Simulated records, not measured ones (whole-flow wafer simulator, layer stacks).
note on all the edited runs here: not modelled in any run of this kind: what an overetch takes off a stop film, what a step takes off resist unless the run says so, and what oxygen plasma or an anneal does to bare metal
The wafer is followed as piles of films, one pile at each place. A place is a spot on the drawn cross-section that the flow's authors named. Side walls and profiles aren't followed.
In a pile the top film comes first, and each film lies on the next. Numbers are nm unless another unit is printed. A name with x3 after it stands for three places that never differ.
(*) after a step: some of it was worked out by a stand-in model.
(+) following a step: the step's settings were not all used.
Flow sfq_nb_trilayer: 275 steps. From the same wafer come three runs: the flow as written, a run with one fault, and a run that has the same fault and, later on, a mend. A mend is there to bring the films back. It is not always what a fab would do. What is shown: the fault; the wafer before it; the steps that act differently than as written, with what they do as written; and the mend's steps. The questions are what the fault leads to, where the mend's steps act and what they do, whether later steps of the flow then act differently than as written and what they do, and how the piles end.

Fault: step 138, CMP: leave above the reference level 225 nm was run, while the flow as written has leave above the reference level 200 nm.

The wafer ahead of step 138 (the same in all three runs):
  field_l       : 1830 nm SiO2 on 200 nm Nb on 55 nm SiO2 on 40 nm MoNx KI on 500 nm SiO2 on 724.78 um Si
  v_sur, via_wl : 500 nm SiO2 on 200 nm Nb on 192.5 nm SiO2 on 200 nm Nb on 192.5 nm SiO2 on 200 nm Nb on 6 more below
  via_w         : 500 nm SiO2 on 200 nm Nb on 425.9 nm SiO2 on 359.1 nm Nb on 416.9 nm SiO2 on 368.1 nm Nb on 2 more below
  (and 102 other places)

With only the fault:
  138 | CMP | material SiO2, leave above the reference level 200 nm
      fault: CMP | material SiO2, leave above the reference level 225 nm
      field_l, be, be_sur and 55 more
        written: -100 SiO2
        fault: -75 SiO2
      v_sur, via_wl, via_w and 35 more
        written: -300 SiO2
        fault: -275 SiO2
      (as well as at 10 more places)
  Later steps of the flow acting differently than as written (6 other steps are not shown; they differ only slightly, by no more than 2% or 0.5 nm, whichever is larger):
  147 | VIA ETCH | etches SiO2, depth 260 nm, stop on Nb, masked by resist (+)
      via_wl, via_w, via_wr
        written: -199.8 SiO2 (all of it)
        fault: -224.8 SiO2 (all of it)
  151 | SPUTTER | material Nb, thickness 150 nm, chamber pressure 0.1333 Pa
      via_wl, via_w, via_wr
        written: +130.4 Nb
        fault: +127.5 Nb
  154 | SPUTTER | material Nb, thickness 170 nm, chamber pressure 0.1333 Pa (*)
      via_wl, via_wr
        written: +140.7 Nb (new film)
        fault: +136.3 Nb (new film)
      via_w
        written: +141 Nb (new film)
        fault: +136.6 Nb (new film)
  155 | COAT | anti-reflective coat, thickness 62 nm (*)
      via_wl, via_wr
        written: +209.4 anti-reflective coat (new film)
        fault: +235 anti-reflective coat (new film)
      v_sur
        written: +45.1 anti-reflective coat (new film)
        fault: +44.1 anti-reflective coat (new film)
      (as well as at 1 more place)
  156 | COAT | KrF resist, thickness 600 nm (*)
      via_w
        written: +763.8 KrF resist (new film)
        fault: +786.9 KrF resist (new film)
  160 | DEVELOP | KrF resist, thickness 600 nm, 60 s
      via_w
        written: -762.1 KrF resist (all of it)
        fault: -785.2 KrF resist (all of it)
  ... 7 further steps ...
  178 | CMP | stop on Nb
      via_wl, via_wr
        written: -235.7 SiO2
        fault: -227.2 SiO2
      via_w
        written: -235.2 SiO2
        fault: -227.2 SiO2
  At v_sur, via_wl, via_w and 18 more, the piles at the end differ from the flow's by more than 2% or 0.5 nm, whichever is larger.
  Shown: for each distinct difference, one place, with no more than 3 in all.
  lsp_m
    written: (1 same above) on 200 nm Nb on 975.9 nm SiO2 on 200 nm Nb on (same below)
    fault: (1 same above) on 200 nm Nb on 1000.9 nm SiO2 on 200 nm Nb on (same below)
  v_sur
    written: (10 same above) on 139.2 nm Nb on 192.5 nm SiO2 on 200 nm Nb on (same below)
    fault: (10 same above) on 139.2 nm Nb on 217.5 nm SiO2 on 200 nm Nb on (same below)
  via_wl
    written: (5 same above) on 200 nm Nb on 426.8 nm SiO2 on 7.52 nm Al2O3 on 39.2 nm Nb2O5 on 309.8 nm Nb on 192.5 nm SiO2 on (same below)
    fault: (5 same above) on 200 nm Nb on 454.7 nm SiO2 on 7.32 nm Al2O3 on 39.6 nm Nb2O5 on 306.8 nm Nb on 192.5 nm SiO2 on (same below)

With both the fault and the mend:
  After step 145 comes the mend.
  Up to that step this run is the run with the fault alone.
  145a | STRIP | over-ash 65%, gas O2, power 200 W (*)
      field_l, v_sur, via_sp and 100 more
        -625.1 KrF resist (all of it), -62 anti-reflective coat (all of it)
      via_wl, via_w, via_wr
        -62 anti-reflective coat (all of it)
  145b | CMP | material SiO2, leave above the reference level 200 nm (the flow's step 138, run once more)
      field_l, v_sur, via_wl and 103 more
        -25 SiO2
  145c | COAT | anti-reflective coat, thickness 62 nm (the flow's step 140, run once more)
      field_l, v_sur, via_wl and 103 more
        +62 anti-reflective coat (new film)
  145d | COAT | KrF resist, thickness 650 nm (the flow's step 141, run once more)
      field_l, v_sur, via_wl and 103 more
        +650 KrF resist (new film)
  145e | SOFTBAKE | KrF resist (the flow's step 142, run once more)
      does not change any film at any place that is followed
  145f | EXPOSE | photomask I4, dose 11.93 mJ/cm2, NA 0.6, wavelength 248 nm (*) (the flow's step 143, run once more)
      does not change any film at any place that is followed
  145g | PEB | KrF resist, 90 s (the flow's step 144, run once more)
      field_l, v_sur, via_wl and 103 more
        -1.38 KrF resist
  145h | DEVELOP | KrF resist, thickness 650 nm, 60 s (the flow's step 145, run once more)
      field_l, v_sur, via_sp and 100 more
        -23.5 KrF resist
      via_wl, via_w, via_wr
        -648.6 KrF resist (all of it)
  None of the later steps of the flow acts differently than as written at any place that is followed.
  At every place that both follow, the piles at the end match the flow's.
